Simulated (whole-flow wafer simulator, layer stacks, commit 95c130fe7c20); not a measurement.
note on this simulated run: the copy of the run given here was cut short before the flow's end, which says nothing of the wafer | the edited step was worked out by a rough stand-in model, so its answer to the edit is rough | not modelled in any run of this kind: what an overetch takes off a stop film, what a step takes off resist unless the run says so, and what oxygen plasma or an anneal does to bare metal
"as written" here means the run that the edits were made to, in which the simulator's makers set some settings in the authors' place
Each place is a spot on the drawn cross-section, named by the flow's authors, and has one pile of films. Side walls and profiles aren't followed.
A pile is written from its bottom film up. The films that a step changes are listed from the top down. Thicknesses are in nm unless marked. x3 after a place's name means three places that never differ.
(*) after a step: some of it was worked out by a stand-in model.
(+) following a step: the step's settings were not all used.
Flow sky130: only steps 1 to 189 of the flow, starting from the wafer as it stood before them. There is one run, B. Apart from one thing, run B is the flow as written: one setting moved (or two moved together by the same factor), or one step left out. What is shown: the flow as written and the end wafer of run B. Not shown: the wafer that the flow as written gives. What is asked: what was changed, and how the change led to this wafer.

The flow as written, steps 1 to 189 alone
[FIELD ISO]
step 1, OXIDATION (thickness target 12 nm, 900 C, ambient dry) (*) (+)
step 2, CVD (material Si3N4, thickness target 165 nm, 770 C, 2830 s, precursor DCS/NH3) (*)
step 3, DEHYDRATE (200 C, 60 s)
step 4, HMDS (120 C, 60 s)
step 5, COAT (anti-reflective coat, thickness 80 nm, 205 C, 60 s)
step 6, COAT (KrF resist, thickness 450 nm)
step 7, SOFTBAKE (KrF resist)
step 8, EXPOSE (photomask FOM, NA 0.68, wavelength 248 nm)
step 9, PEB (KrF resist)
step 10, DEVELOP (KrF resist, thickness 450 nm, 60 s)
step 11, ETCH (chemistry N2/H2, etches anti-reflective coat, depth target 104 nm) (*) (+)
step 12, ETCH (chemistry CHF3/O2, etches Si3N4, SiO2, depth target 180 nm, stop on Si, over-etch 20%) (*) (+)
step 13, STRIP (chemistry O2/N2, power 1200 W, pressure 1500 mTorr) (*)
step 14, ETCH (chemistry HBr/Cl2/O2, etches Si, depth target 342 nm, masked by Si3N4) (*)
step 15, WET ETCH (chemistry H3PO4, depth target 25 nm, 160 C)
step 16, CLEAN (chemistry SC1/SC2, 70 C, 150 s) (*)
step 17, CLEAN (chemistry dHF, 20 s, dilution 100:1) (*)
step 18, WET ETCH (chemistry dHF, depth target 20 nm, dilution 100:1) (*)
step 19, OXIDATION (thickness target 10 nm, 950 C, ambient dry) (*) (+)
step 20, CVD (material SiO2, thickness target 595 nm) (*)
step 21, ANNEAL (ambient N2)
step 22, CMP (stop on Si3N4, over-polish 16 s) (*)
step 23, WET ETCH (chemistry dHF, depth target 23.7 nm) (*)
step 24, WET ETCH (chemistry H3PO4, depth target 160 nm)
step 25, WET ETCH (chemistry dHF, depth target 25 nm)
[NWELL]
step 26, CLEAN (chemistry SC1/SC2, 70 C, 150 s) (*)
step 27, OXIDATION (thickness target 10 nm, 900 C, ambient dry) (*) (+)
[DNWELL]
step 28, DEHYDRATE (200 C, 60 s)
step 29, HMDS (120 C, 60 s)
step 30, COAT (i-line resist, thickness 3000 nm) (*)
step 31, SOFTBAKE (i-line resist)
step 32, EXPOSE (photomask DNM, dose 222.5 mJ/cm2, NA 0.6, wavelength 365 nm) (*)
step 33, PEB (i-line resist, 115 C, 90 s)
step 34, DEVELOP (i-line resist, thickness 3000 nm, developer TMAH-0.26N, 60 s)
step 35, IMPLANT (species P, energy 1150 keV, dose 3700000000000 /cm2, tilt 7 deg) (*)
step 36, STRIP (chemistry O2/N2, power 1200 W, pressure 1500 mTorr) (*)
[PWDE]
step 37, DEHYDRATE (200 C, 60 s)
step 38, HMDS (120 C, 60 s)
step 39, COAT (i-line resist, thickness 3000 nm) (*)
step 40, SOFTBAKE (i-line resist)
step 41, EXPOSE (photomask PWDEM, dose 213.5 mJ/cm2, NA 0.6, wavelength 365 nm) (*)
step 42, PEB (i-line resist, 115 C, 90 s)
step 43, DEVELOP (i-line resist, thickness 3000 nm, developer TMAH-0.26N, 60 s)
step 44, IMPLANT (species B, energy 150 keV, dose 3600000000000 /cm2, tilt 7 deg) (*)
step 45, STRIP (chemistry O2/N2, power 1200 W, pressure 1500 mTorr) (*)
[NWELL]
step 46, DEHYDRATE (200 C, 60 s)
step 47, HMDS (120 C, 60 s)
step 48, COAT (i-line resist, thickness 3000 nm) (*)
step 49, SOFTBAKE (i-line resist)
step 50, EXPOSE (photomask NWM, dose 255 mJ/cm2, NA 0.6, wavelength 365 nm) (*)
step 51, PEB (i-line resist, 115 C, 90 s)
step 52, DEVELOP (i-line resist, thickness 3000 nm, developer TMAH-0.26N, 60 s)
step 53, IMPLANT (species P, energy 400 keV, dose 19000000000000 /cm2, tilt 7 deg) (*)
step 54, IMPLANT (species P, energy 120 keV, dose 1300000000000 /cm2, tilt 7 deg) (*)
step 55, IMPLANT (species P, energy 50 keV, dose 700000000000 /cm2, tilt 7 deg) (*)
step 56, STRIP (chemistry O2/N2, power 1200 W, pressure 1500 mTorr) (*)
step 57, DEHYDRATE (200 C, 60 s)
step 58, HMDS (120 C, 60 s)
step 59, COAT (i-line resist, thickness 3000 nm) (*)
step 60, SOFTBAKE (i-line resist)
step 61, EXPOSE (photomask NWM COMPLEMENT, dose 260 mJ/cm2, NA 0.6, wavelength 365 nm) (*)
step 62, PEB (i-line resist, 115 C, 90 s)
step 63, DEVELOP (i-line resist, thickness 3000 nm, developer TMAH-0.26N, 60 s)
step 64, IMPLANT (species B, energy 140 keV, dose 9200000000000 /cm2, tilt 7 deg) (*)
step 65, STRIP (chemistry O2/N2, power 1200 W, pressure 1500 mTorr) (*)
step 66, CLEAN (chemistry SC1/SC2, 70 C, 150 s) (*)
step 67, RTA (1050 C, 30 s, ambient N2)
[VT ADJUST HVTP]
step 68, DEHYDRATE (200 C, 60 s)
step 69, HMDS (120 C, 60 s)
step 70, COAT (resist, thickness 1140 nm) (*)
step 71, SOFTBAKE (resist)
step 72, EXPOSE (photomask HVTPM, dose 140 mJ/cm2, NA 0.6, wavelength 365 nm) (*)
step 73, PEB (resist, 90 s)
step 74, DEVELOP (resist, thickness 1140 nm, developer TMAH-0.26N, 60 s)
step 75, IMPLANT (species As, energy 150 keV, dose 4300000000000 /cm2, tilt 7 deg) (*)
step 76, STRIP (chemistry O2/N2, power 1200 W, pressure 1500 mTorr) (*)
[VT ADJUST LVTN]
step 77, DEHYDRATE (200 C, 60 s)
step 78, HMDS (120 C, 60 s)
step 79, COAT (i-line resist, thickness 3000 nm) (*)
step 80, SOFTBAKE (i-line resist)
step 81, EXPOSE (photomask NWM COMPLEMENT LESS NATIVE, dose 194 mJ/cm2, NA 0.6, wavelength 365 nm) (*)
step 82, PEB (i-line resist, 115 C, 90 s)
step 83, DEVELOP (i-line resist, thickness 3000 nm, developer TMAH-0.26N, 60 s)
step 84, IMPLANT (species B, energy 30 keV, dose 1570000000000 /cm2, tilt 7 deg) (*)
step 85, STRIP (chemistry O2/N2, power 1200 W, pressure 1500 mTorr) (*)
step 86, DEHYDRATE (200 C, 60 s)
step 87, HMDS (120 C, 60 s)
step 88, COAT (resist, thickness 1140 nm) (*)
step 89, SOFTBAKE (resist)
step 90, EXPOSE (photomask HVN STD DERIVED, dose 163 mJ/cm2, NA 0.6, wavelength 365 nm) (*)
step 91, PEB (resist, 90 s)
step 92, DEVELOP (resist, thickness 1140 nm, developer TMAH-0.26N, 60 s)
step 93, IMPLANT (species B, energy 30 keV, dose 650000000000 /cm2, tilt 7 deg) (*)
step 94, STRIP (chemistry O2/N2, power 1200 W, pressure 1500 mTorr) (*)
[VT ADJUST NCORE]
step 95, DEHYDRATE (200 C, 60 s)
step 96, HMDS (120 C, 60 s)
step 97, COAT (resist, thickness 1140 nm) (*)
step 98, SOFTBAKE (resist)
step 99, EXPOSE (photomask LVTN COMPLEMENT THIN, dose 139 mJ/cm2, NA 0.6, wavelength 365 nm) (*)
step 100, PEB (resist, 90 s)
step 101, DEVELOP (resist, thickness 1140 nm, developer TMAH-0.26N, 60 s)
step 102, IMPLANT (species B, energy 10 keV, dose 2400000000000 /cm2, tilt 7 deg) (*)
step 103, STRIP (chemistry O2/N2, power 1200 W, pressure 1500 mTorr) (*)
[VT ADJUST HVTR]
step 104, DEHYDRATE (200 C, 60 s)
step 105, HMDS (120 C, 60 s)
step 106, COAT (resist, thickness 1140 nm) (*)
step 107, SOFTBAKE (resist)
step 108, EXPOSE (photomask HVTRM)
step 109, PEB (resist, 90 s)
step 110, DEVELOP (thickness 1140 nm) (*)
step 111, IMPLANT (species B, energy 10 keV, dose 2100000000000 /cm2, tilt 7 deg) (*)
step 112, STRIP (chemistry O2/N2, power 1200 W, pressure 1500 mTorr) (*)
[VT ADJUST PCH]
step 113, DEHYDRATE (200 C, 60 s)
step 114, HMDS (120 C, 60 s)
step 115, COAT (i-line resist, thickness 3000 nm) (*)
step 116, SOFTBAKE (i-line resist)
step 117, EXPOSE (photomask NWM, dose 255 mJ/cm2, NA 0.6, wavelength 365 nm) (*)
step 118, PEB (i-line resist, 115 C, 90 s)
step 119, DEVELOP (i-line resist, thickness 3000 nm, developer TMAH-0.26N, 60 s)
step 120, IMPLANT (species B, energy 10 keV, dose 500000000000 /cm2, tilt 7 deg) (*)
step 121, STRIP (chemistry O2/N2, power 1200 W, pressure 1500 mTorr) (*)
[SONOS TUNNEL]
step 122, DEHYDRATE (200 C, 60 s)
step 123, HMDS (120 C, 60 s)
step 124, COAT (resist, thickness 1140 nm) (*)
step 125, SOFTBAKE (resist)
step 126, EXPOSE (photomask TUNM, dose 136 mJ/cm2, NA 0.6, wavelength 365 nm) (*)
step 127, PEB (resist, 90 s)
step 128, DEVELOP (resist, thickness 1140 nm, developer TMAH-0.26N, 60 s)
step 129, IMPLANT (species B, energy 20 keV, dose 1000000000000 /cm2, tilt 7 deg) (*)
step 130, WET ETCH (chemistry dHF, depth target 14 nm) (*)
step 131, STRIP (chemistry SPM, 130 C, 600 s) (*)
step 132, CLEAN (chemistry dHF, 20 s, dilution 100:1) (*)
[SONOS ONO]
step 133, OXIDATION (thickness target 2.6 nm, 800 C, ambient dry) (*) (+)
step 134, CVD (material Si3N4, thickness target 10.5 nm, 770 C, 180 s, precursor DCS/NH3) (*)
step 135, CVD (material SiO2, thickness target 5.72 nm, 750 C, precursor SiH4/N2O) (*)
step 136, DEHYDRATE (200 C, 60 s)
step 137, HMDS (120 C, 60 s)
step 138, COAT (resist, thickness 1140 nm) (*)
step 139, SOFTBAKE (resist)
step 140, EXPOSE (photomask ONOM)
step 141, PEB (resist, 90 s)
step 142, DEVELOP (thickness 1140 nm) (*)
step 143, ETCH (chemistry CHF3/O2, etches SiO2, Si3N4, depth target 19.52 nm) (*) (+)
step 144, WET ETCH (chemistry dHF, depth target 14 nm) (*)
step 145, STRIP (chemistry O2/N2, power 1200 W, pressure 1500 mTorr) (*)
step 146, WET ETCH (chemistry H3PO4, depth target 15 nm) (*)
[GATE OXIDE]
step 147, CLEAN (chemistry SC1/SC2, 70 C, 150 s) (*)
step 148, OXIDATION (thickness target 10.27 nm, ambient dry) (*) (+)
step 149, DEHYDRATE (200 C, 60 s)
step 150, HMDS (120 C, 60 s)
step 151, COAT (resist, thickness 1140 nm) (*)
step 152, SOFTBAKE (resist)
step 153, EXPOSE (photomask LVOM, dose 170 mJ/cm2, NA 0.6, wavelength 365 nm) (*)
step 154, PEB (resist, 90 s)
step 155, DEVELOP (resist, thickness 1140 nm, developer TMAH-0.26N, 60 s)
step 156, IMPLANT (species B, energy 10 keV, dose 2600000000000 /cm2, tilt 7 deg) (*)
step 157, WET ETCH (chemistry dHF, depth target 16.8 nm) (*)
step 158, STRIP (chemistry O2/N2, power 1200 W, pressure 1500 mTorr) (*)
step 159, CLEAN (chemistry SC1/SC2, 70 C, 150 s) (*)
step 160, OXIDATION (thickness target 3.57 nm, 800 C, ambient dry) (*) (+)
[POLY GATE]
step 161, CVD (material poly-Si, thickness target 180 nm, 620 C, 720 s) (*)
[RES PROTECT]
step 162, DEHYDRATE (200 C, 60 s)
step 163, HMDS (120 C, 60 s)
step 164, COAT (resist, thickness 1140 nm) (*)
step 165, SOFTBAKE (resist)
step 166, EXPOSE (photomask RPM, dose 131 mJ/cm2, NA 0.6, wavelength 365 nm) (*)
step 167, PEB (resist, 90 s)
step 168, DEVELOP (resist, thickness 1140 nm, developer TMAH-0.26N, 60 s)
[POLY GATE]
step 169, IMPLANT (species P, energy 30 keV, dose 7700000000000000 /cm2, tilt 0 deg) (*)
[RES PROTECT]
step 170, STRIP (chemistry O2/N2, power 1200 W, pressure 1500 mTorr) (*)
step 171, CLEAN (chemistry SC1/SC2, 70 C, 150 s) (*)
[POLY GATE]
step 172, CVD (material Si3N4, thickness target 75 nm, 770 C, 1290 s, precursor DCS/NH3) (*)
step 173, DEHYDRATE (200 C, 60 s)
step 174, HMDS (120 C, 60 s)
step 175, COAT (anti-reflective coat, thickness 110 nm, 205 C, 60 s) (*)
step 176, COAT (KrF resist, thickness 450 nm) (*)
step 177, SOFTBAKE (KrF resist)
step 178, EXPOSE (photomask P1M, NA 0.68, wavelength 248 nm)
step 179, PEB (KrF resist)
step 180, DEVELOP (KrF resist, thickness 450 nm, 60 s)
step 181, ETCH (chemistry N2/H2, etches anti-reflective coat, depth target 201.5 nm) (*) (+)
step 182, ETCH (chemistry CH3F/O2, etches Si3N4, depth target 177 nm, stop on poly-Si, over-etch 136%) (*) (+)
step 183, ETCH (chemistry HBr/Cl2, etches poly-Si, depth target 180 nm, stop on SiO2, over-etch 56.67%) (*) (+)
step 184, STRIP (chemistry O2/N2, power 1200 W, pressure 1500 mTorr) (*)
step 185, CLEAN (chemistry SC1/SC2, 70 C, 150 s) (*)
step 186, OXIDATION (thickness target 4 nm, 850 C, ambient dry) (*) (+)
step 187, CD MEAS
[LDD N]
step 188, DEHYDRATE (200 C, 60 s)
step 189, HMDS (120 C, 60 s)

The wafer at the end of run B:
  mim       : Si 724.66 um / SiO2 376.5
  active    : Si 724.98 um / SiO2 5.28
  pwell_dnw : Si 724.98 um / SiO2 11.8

What caused this: step 186, OXIDATION: 885 C was run, whereas the flow has 850 C.

Step by step, how the change led to this:
  step 186, OXIDATION (thickness target 4 nm, 850 C, ambient dry) (*) (+)
      active, p_well x4, spacer and 23 more: SiO2 gains 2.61, Si loses 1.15 (in the flow as written it would be: SiO2 gains 1.55, Si loses 0.68)
      pwell_dnw, sd_hvn, dext_ntap_nw and 17 more: SiO2 gains 1.75, Si loses 0.77 (in the flow as written it would be: SiO2 gains 1.12, Si loses 0.49)
      (as well as at 1 more place)
